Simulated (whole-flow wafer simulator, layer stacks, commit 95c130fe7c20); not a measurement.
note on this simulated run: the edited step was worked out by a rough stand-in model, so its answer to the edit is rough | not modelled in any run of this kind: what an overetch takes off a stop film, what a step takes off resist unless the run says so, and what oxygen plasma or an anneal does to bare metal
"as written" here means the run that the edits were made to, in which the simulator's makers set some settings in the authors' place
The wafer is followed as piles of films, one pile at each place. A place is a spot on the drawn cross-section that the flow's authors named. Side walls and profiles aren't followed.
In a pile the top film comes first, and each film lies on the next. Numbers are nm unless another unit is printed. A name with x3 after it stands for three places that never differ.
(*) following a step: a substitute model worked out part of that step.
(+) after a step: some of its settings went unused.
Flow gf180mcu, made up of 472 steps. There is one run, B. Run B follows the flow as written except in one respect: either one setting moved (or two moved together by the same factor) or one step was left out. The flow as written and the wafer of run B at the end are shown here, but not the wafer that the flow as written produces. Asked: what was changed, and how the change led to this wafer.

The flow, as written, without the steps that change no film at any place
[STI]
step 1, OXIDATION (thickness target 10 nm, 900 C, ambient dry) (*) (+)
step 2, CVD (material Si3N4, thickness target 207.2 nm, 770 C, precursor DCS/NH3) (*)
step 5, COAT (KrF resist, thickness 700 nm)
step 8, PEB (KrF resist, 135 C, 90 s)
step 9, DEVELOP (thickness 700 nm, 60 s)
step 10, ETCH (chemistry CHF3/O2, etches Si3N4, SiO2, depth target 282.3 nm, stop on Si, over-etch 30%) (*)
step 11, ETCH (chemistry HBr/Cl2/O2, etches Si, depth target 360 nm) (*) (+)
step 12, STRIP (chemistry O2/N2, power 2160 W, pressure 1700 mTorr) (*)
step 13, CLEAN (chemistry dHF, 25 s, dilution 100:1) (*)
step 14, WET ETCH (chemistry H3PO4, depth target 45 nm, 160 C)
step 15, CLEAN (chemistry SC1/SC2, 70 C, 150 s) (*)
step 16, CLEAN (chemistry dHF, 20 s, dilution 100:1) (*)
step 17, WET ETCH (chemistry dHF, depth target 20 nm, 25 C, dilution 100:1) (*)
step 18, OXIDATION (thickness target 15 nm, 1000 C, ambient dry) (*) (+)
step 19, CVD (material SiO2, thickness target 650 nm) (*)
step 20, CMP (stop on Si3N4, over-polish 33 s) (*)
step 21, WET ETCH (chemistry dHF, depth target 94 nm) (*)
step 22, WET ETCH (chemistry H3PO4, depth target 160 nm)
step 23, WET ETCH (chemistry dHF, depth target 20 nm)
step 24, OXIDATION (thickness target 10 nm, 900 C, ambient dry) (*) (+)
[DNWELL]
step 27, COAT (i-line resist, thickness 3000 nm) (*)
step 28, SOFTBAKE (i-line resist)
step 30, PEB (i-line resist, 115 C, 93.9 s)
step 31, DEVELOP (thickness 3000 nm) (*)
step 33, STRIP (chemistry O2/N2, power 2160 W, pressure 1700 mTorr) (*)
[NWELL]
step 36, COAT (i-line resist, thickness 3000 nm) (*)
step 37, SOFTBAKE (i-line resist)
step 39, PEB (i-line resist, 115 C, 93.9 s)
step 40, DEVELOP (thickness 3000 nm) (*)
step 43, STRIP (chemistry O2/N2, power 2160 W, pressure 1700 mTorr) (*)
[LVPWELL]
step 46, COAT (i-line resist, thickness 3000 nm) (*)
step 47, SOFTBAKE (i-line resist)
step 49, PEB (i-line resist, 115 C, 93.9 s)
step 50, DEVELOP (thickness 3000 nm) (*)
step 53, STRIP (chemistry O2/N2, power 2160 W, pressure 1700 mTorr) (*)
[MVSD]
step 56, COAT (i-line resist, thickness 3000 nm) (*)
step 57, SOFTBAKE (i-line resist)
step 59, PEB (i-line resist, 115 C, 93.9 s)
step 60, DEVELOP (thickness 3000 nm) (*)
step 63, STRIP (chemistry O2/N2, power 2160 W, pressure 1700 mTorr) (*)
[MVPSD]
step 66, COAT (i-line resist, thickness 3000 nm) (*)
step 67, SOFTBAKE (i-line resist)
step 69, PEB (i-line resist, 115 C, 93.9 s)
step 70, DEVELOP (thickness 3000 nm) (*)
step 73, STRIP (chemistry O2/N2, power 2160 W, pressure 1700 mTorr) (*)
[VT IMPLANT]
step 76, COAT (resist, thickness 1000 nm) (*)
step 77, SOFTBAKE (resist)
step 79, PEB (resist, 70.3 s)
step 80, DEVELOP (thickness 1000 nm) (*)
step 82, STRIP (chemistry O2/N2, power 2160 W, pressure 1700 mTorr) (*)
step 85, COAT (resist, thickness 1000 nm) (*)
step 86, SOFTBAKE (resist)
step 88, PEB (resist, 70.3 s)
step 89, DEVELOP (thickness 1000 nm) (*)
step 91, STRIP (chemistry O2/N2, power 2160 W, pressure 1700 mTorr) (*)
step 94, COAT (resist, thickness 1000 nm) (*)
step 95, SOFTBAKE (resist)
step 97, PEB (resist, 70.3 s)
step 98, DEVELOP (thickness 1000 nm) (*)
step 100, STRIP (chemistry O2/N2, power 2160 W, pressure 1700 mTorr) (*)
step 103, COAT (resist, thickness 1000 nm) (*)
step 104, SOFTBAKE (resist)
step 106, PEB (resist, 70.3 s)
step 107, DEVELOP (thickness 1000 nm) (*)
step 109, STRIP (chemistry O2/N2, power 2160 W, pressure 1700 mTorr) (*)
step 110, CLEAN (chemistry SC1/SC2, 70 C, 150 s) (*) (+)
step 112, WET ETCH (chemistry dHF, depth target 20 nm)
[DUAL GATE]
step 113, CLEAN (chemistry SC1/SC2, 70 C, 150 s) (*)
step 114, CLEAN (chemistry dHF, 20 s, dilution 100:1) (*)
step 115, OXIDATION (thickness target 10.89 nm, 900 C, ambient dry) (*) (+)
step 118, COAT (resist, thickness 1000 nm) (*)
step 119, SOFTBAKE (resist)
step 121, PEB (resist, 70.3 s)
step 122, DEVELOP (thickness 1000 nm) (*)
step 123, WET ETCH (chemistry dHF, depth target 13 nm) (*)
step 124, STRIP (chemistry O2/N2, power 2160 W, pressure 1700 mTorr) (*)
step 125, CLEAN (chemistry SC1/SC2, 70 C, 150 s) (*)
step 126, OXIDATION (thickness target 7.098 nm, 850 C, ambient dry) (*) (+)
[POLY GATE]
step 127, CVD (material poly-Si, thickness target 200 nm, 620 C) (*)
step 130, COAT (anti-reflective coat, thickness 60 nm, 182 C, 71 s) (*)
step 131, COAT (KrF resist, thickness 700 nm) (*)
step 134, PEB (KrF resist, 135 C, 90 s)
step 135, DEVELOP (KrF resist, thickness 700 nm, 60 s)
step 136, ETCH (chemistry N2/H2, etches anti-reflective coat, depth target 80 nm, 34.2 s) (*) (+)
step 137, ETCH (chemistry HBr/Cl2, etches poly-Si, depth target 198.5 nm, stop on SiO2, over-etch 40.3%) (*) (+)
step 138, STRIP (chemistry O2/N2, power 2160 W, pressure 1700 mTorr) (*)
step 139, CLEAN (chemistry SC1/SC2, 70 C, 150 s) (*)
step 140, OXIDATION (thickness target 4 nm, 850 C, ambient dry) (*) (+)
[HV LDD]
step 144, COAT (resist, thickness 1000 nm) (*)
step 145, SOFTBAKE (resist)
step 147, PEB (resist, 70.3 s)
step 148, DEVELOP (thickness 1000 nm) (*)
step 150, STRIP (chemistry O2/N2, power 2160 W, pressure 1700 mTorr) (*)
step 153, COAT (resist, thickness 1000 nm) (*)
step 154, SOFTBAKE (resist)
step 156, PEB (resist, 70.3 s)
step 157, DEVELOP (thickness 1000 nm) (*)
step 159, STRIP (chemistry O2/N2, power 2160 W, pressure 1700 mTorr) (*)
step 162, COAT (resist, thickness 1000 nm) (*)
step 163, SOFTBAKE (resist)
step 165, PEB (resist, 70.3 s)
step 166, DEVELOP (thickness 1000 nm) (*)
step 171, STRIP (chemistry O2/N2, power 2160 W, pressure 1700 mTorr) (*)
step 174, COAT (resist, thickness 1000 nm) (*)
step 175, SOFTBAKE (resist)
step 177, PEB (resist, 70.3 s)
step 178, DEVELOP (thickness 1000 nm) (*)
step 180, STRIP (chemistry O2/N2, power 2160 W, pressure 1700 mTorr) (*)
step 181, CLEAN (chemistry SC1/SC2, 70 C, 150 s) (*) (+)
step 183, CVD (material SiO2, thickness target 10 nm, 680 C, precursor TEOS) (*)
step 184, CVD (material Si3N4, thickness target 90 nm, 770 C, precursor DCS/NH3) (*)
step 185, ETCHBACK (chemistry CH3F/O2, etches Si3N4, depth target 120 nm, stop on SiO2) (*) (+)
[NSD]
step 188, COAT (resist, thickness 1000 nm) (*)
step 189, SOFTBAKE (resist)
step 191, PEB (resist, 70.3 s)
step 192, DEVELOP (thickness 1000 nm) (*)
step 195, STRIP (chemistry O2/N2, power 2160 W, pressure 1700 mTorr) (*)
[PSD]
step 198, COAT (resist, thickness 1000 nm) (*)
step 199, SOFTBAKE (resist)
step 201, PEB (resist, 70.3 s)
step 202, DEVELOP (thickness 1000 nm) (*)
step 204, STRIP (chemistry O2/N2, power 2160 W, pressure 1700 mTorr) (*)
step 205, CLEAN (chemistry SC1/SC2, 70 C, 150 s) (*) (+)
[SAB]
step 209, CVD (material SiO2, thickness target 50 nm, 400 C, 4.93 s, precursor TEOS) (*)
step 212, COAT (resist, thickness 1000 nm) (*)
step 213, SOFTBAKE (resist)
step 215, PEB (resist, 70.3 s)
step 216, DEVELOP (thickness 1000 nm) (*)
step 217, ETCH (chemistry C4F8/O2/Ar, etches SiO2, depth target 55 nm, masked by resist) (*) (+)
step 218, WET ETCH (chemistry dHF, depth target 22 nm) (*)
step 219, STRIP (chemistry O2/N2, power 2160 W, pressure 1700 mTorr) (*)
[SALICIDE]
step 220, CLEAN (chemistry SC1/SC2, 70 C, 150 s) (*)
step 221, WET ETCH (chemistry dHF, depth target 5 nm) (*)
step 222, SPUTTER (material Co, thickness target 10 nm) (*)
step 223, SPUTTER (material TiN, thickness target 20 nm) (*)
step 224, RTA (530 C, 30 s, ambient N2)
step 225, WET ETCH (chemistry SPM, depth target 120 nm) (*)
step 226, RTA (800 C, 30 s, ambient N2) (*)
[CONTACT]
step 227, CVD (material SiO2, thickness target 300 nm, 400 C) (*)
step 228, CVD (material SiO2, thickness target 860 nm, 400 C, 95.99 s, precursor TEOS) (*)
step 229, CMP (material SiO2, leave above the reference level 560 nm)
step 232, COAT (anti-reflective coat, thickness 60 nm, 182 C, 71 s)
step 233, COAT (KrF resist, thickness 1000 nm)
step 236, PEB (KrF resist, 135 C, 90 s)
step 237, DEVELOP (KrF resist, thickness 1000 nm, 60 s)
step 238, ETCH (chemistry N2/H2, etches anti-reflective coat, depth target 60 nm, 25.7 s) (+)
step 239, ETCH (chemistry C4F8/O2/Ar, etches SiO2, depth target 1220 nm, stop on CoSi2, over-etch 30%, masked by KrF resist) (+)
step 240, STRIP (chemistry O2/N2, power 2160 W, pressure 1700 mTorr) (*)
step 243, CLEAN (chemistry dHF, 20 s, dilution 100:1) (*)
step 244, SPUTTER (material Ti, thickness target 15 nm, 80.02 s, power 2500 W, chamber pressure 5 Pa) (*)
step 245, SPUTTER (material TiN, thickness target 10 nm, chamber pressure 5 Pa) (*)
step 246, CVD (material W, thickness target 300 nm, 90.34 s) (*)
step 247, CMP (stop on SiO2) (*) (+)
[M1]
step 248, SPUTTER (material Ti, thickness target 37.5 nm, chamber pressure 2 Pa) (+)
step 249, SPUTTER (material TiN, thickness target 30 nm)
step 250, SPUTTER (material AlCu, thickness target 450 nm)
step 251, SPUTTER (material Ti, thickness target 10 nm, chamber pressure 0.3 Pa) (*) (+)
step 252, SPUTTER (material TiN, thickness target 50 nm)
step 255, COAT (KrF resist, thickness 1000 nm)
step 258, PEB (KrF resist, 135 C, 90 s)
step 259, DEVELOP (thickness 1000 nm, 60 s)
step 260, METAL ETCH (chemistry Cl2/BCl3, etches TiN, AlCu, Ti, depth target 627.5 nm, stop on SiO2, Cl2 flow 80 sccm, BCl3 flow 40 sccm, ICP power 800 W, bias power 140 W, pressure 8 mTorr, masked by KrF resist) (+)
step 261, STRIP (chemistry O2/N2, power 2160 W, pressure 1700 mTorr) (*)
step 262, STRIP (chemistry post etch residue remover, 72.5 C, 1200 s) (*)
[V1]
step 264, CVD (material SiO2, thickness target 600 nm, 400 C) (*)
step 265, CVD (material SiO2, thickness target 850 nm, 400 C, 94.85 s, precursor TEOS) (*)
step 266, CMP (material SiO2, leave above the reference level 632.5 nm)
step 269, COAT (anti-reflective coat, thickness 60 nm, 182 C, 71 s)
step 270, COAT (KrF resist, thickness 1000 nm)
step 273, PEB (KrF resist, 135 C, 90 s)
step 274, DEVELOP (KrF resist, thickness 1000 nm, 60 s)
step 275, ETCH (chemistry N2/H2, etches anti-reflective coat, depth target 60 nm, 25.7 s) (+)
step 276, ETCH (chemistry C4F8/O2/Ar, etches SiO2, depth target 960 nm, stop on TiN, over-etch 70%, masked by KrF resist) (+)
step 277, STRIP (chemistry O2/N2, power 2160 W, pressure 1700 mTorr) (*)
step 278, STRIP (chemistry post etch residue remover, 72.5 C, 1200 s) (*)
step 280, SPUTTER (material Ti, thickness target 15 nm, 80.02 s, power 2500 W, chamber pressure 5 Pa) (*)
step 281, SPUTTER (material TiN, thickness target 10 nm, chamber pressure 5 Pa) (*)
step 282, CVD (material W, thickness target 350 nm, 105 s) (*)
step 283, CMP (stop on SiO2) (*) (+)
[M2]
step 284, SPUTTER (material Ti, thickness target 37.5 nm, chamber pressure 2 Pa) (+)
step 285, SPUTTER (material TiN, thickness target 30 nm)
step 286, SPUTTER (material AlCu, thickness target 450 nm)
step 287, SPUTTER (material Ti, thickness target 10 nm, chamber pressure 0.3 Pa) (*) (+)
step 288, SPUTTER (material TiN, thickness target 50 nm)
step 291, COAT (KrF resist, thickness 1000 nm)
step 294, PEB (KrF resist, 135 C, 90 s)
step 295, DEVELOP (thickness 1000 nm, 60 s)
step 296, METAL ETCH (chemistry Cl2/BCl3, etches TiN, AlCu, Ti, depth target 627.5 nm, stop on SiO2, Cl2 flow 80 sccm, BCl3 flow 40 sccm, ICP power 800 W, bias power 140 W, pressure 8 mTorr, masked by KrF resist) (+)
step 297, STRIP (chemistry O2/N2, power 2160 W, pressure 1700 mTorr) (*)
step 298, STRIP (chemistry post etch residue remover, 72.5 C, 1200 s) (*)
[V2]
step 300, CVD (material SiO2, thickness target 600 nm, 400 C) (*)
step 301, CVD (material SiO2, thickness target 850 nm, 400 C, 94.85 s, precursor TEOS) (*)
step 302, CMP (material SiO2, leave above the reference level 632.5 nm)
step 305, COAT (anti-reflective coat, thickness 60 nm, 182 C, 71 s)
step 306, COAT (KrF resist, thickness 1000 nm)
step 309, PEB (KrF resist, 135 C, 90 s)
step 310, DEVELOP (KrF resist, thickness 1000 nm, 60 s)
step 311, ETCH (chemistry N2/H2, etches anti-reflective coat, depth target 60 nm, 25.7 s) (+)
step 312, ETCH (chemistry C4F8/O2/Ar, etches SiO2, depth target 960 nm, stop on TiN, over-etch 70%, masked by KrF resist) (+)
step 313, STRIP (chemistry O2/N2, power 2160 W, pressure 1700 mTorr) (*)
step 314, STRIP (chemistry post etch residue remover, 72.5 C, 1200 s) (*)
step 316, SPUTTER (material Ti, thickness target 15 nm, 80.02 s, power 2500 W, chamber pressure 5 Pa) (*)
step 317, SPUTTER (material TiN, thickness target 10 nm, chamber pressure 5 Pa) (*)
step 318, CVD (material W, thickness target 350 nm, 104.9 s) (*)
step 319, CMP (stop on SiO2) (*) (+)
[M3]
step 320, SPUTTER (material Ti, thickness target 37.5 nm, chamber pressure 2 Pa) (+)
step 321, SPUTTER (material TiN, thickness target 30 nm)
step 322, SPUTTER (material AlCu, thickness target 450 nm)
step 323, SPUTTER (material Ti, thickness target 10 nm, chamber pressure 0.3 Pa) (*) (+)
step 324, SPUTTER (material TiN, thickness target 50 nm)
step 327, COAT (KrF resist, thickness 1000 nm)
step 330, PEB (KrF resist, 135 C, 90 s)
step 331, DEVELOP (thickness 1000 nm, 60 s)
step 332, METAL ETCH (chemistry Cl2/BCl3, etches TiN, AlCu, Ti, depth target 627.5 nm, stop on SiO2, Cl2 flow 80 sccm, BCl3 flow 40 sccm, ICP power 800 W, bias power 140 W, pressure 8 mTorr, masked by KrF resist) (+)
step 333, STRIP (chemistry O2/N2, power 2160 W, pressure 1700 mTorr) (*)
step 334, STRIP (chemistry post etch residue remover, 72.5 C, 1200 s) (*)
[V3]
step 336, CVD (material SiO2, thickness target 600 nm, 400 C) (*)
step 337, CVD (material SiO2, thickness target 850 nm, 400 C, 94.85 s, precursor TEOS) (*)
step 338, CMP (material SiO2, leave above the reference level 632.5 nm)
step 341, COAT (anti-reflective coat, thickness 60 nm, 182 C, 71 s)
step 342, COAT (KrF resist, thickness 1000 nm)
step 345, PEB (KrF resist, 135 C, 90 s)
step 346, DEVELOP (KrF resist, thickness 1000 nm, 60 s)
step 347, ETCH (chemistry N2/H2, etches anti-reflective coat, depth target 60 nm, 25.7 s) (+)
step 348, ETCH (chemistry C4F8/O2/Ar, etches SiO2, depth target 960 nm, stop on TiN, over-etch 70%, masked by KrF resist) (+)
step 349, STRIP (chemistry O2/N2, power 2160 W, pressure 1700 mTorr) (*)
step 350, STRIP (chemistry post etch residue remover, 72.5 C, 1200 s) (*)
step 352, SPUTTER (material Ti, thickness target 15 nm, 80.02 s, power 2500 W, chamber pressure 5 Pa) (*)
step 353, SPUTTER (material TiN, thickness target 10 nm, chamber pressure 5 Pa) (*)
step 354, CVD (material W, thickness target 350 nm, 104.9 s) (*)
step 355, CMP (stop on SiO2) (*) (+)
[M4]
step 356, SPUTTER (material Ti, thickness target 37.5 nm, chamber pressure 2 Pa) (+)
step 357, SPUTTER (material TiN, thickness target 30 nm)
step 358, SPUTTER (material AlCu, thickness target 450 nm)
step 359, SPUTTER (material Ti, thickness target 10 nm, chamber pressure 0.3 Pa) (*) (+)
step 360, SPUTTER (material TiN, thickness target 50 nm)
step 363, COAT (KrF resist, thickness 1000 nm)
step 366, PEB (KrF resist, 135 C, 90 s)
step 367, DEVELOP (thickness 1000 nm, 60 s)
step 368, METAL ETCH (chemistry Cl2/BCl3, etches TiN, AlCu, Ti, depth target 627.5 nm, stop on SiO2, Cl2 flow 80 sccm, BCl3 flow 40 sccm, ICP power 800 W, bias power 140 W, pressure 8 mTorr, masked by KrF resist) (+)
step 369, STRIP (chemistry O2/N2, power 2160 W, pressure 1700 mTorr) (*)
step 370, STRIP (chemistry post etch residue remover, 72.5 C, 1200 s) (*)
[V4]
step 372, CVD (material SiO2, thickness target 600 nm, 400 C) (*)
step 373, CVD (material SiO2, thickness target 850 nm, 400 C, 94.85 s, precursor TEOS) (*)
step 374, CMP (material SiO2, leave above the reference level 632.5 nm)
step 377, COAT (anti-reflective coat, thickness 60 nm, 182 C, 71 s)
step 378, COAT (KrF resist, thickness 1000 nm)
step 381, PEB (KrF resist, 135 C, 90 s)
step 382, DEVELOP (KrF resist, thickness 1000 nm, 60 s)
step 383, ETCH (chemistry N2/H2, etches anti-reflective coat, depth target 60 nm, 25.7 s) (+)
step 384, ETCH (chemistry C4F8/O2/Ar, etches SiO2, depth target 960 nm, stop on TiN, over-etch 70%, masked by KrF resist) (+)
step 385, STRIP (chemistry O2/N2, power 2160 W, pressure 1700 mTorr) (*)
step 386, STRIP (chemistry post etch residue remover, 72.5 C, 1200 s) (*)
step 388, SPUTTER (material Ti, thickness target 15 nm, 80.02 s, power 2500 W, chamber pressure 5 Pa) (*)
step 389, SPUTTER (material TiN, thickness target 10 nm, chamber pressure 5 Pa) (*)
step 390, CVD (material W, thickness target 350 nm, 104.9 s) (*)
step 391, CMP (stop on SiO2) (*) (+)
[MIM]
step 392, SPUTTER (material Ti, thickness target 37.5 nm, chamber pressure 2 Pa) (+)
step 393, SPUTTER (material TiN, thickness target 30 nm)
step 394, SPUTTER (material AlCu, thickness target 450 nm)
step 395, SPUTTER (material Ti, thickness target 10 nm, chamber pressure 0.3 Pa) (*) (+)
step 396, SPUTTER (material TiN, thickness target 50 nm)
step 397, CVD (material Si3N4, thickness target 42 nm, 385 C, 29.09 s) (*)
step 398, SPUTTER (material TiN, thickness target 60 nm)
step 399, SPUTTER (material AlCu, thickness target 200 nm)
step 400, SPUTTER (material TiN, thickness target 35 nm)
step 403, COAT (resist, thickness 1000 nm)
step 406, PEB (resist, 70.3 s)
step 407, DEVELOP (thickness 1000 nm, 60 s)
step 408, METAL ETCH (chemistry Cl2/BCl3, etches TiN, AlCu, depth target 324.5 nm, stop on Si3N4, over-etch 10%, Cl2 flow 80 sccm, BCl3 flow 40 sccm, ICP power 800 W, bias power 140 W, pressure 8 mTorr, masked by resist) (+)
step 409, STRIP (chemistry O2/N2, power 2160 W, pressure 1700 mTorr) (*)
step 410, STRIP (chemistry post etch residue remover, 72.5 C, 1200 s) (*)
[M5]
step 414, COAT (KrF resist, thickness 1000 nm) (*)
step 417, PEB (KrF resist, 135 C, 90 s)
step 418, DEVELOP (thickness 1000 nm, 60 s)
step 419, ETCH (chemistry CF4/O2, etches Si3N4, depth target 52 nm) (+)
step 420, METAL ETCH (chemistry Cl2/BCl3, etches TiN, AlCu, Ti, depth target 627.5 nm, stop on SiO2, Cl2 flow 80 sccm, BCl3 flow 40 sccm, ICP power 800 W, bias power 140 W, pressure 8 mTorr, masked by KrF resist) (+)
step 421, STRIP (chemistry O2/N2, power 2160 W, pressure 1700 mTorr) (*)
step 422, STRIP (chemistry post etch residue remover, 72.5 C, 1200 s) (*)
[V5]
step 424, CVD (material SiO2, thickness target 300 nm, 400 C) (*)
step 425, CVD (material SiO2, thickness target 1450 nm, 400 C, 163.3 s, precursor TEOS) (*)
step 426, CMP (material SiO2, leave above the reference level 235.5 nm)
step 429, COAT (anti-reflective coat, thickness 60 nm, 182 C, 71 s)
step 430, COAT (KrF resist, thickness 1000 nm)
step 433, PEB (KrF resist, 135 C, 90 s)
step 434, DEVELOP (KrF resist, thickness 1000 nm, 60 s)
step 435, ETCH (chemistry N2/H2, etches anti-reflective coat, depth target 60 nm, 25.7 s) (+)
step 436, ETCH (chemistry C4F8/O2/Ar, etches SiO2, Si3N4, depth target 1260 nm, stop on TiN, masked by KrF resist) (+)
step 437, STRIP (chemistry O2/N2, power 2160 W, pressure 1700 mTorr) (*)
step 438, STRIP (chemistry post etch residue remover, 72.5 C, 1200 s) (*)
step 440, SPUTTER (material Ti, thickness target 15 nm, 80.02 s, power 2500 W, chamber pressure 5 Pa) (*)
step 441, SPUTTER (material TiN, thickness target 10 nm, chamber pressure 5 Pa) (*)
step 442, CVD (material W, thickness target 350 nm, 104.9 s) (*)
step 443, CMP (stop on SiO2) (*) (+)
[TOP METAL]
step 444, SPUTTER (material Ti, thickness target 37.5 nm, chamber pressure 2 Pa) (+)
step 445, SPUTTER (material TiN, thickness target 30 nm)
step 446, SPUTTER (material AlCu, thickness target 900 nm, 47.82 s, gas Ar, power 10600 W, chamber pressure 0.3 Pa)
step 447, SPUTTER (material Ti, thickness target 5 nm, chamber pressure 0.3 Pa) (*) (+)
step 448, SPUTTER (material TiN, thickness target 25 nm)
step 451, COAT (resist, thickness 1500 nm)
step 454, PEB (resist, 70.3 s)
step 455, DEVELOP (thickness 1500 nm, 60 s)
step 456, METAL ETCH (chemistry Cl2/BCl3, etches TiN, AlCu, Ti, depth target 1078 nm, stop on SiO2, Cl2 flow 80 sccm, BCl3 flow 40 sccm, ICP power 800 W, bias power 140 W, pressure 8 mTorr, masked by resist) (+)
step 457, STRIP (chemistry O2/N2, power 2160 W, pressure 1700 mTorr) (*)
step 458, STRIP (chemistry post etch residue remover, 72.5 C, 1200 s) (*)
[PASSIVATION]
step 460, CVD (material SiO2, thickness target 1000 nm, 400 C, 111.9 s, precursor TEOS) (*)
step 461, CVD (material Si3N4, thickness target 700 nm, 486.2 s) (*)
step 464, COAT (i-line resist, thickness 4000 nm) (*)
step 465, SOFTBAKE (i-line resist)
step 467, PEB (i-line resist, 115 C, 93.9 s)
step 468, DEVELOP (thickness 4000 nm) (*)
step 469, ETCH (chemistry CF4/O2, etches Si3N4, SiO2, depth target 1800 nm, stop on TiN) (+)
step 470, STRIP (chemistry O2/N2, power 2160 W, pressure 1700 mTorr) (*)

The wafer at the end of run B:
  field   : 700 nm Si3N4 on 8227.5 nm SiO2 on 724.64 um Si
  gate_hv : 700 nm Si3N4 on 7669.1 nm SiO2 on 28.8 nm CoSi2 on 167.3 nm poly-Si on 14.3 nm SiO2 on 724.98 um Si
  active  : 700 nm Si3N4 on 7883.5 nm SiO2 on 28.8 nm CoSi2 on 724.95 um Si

The reason: step 222, SPUTTER: thickness target 8.25 nm was run, whereas the flow has thickness target 10 nm.

The path from the change to this, step by step:
  step 222, SPUTTER (material Co, thickness target 10 nm) (*)
      field, field__w7, field__w8 and 71 more: +8.25 Co (new film) (in the flow as written it would be: +10 Co (new film))
      field__w2, mim: +7.14 Co (new film) (in the flow as written it would be: +8.65 Co (new film))
      (and at 35 other places as well)
  step 224, RTA (530 C, 30 s, ambient N2)
      gate, gate_hv, gate_p and 22 more: under 1 film: +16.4 CoSi (new film), -8.25 Co (all of it), -15 poly-Si (in the flow as written it would be: under 1 film: +19.9 CoSi (new film), -10 Co (all of it), -18.2 poly-Si)
      active, p_well, sd_n and 11 more: under 1 film: +16.4 CoSi (new film), -8.25 Co (all of it), -15 Si (in the flow as written it would be: under 1 film: +19.9 CoSi (new film), -10 Co (all of it), -18.1 Si)
      (and at 10 other places as well)
  step 225, WET ETCH (chemistry SPM, depth target 120 nm) (*)
      field, field__w7, field__w8 and 32 more: -20 TiN (all of it), -8.25 Co (all of it) (in the flow as written it would be: -20 TiN (all of it), -10 Co (all of it))
      field__w9, nw_enc_fld_lv__w3: -19.1 TiN (all of it), -7.92 Co (all of it) (in the flow as written it would be: -19.1 TiN (all of it), -9.6 Co (all of it))
      (and at 25 other places as well)
  step 226, RTA (800 C, 30 s, ambient N2) (*)
      gate, gate_hv, gate_p and 22 more: +28.8 CoSi2 (new film), -16.4 CoSi (all of it), -15 poly-Si (in the flow as written it would be: +35 CoSi2 (new film), -19.9 CoSi (all of it), -18.2 poly-Si)
      active, p_well, sd_n and 11 more: +28.8 CoSi2 (new film), -16.4 CoSi (all of it), -15 Si (in the flow as written it would be: +35 CoSi2 (new film), -19.9 CoSi (all of it), -18.1 Si)
      (and at 10 other places as well)
